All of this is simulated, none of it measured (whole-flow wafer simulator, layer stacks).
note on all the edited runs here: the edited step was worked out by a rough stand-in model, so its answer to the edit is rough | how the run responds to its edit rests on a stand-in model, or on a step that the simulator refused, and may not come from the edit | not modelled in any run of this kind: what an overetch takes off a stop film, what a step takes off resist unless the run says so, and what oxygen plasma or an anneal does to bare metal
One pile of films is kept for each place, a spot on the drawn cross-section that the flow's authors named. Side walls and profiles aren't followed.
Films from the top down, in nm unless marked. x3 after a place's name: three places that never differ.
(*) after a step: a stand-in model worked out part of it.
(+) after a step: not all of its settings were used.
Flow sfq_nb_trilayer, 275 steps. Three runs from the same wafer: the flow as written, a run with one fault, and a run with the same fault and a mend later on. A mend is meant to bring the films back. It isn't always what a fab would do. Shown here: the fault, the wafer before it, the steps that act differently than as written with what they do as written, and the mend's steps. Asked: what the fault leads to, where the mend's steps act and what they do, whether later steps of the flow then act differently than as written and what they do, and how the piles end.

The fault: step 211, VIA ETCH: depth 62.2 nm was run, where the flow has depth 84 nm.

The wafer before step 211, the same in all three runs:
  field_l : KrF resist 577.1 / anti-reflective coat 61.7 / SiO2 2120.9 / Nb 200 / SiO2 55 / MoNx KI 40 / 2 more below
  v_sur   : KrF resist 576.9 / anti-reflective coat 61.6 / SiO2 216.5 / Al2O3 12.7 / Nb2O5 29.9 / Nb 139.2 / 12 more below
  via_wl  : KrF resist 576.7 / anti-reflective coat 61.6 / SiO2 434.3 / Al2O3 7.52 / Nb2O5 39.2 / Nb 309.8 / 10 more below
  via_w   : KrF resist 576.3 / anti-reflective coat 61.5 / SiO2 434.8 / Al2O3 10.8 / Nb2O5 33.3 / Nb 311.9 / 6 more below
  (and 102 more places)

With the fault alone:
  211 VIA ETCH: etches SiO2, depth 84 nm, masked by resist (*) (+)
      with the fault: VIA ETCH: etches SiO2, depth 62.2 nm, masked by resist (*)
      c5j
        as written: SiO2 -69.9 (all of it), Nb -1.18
        with the fault: SiO2 -62.2
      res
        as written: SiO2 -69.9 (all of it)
        with the fault: SiO2 -62.2
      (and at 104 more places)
  Later steps of the flow that act differently than as written (7 more steps differ only slightly, by at most 2% or 0.5 nm, whichever is larger, and aren't shown):
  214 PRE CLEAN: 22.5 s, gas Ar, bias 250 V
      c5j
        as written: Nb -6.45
        with the fault: SiO2 -7.69 (all of it)
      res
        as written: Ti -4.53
        with the fault: SiO2 -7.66 (all of it)
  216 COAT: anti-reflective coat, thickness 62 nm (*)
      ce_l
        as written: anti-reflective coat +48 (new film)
        with the fault: anti-reflective coat +50 (new film)
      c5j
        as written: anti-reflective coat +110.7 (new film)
        with the fault: anti-reflective coat +105.3 (new film)
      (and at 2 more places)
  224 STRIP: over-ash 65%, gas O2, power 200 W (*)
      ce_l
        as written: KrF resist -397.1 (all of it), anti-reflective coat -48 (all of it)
        with the fault: KrF resist -395.9 (all of it), anti-reflective coat -50 (all of it)
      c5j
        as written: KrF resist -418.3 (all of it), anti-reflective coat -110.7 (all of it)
        with the fault: KrF resist -414.4 (all of it), anti-reflective coat -105.3 (all of it)
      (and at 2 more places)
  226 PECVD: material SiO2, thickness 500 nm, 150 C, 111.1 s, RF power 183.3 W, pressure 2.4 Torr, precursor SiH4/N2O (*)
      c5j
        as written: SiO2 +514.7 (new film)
        with the fault: SiO2 +504.4 (new film)
  At the end the piles differ from the flow's by more than 2% or 0.5 nm, whichever is larger, at c5j, res.
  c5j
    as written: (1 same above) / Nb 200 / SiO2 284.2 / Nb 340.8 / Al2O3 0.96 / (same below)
    with the fault: (1 same above) / Nb 200 / SiO2 273.9 / Nb 351.1 / Al2O3 0.96 / (same below)
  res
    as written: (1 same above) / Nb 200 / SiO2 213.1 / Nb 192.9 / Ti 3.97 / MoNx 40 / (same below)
    with the fault: (1 same above) / Nb 200 / SiO2 207.7 / Nb 193.8 / Ti 8.5 / MoNx 40 / (same below)

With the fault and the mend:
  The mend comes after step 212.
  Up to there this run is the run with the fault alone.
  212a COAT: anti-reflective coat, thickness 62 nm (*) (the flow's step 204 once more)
      ln_m5, p4_fl x3, p4_w1 x9 and 52 more
        anti-reflective coat +62 (new film)
      field_r, lsp_m, ln_m6 and 7 more
        anti-reflective coat +61.9 (new film)
      v_sur, via_wl
        anti-reflective coat +61.5 (new film)
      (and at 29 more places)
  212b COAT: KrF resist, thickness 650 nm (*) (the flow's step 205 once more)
      l0_sur, l0v, p4_fl x3 and 44 more
        KrF resist +650 (new film)
      wl_b_m5, wl_b_sr, wl_c_sl and 12 more
        KrF resist +649.9 (new film)
      ln_m6, wl_j_sl, wl_j_sr
        KrF resist +650.2 (new film)
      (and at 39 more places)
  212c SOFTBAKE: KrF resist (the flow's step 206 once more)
      changes no film at any place that is followed
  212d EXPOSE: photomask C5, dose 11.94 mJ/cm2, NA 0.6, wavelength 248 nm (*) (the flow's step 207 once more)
      changes no film at any place that is followed
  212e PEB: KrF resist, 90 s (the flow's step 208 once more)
      field_l, sp_r, res and 81 more
        KrF resist -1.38
      v_sur, via_wl, via_w, via_wr, via_sp, be_sur, jj_sur
        KrF resist -1.37
      r5r_line_l, r5r_line_c, r5r_line_r
        KrF resist -1.34
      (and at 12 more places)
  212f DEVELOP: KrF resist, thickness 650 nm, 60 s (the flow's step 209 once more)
      field_l, v_sur, via_wl and 101 more
        KrF resist -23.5
      c5j
        KrF resist -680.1 (all of it)
      res
        KrF resist -649 (all of it)
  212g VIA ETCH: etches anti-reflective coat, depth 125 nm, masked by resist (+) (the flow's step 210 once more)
      field_l, v_sur, via_wl and 101 more
        KrF resist -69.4
      c5j
        anti-reflective coat -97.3 (all of it), SiO2 -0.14
      res
        anti-reflective coat -86.1 (all of it), SiO2 -0.19
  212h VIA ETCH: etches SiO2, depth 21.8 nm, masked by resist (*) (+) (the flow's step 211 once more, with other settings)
      field_l, v_sur, via_wl and 101 more
        KrF resist -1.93
      c5j
        SiO2 -7.56 (all of it), Nb -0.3
      res
        SiO2 -7.46 (all of it)
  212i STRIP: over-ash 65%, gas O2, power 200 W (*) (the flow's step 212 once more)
      p4_fl x3, p4_w1 x9, p4_g1 x2 and 33 more
        KrF resist -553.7 (all of it), anti-reflective coat -62 (all of it)
      wl_b_sl, wl_b_m5, wl_b_sr and 13 more
        KrF resist -553.6 (all of it), anti-reflective coat -62 (all of it)
      lsp_r, l0_sur
        KrF resist -553.8 (all of it), anti-reflective coat -61.9 (all of it)
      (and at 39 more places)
  No later step of the flow acts differently than as written, at any place that is followed, by more than 2% or 0.5 nm, whichever is larger.
  At the end the piles differ from the flow's only slightly at the places that both follow, by at most 2% or 0.5 nm, whichever is larger.
